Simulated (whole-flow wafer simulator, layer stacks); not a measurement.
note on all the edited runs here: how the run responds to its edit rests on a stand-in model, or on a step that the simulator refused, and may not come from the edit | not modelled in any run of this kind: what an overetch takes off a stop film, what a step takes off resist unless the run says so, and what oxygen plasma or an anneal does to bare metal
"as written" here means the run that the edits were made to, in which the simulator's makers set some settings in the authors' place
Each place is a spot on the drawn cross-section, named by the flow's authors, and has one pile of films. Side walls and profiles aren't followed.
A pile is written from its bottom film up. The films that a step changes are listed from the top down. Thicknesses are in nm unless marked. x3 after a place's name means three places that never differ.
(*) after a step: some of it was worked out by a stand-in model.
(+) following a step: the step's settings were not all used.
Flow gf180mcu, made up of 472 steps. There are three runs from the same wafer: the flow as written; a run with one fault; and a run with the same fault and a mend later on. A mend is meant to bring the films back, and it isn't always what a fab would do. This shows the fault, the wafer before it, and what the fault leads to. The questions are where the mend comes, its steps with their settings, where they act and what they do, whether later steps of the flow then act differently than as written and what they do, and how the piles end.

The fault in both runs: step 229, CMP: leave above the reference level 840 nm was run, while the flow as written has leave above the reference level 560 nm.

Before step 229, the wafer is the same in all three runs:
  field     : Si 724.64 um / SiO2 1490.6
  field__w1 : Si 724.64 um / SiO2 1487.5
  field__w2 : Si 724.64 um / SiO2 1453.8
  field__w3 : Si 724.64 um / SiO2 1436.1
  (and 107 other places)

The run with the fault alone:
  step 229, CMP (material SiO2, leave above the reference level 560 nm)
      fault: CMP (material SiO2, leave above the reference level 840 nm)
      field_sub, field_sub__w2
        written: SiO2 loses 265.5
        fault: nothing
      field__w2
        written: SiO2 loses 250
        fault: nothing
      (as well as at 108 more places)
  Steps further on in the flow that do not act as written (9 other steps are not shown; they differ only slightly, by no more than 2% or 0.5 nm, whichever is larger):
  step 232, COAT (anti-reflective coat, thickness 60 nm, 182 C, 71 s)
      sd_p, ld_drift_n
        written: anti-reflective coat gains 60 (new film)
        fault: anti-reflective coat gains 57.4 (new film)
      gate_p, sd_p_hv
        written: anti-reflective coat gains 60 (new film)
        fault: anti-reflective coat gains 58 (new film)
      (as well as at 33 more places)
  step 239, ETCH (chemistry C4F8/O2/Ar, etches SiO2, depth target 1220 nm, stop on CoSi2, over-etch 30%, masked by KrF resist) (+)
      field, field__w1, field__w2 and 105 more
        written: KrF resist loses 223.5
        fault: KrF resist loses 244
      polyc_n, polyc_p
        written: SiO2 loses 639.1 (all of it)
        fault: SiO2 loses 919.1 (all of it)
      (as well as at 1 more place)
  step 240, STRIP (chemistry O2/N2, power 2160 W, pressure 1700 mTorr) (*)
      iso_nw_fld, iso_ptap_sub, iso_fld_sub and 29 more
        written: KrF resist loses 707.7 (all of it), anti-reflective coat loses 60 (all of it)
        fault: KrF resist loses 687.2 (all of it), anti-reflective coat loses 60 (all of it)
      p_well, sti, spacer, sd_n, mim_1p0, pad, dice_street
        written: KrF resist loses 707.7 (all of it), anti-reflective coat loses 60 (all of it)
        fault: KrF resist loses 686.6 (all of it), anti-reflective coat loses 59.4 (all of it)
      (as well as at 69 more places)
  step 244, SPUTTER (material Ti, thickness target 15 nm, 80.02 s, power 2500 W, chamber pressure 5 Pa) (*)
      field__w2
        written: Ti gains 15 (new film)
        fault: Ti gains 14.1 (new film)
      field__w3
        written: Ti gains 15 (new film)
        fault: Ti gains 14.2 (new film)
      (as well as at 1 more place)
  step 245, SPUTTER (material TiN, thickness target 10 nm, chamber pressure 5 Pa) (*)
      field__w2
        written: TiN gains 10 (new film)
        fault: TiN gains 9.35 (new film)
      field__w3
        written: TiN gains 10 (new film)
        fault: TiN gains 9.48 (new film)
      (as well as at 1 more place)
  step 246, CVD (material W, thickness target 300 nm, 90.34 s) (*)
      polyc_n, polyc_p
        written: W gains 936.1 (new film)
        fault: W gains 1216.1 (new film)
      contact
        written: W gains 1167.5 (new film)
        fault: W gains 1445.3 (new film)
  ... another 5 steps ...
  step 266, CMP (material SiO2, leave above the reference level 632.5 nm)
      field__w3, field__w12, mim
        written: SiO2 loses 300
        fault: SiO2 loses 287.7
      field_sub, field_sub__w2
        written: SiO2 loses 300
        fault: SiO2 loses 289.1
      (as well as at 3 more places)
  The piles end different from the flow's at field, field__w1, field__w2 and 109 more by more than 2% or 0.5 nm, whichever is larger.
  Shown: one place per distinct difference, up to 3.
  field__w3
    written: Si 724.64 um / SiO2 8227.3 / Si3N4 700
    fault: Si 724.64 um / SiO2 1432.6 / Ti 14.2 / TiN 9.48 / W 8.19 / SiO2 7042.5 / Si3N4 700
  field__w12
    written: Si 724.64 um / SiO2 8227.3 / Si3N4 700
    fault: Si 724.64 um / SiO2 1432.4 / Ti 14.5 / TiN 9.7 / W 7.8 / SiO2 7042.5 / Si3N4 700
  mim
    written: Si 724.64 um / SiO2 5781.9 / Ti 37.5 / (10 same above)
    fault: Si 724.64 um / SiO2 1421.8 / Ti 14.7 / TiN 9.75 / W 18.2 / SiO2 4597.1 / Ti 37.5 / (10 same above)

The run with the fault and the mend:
  The mend follows step 237.
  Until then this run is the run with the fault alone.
  step 237a, STRIP (chemistry O2/N2, power 2160 W, pressure 1700 mTorr) (*)
      iso_nw_fld, iso_ptap_sub, iso_fld_sub and 29 more
        KrF resist loses 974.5 (all of it), anti-reflective coat loses 60 (all of it)
      p_well, sti, spacer, sd_n, mim_1p0, pad, dice_street
        KrF resist loses 974 (all of it), anti-reflective coat loses 59.4 (all of it)
      active, gate, sti_nw, m1_nw
        KrF resist loses 973.8 (all of it), anti-reflective coat loses 59.9 (all of it)
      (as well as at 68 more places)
  step 237b, CMP (material SiO2, leave above the reference level 560 nm) (the flow's step 229, run once more)
      field, field__w1, field__w5 and 94 more
        SiO2 loses 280
      field_sub, field_sub__w2
        SiO2 loses 265.5
      field__w2
        SiO2 loses 250
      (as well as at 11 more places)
  step 237c, HMDS (120 C, 60 s) (the flow's step 231, run once more)
      leaves every film unchanged at each place that is followed
  step 237d, COAT (anti-reflective coat, thickness 60 nm, 182 C, 71 s) (the flow's step 232, run once more)
      field, field__w1, field__w2 and 108 more
        anti-reflective coat gains 60 (new film)
  step 237e, COAT (KrF resist, thickness 1000 nm) (the flow's step 233, run once more)
      field, field__w1, field__w2 and 108 more
        KrF resist gains 1000 (new film)
  step 237f, SOFTBAKE (KrF resist) (the flow's step 234, run once more)
      leaves every film unchanged at each place that is followed
  step 237g, EXPOSE (photomask Contact) (the flow's step 235, run once more)
      leaves every film unchanged at each place that is followed
  step 237h, PEB (KrF resist, 135 C, 90 s) (the flow's step 236, run once more)
      field, field__w1, field__w2 and 108 more
        KrF resist loses 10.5
  step 237i, DEVELOP (KrF resist, thickness 1000 nm, 60 s) (the flow's step 237, run once more)
      field, field__w1, field__w2 and 105 more
        KrF resist loses 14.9
      contact, polyc_n, polyc_p
        KrF resist loses 989.5 (all of it)
  Every later step of the flow that is run acts as written at every place that is followed.
  At every place that both follow, the piles at the end match the flow's.
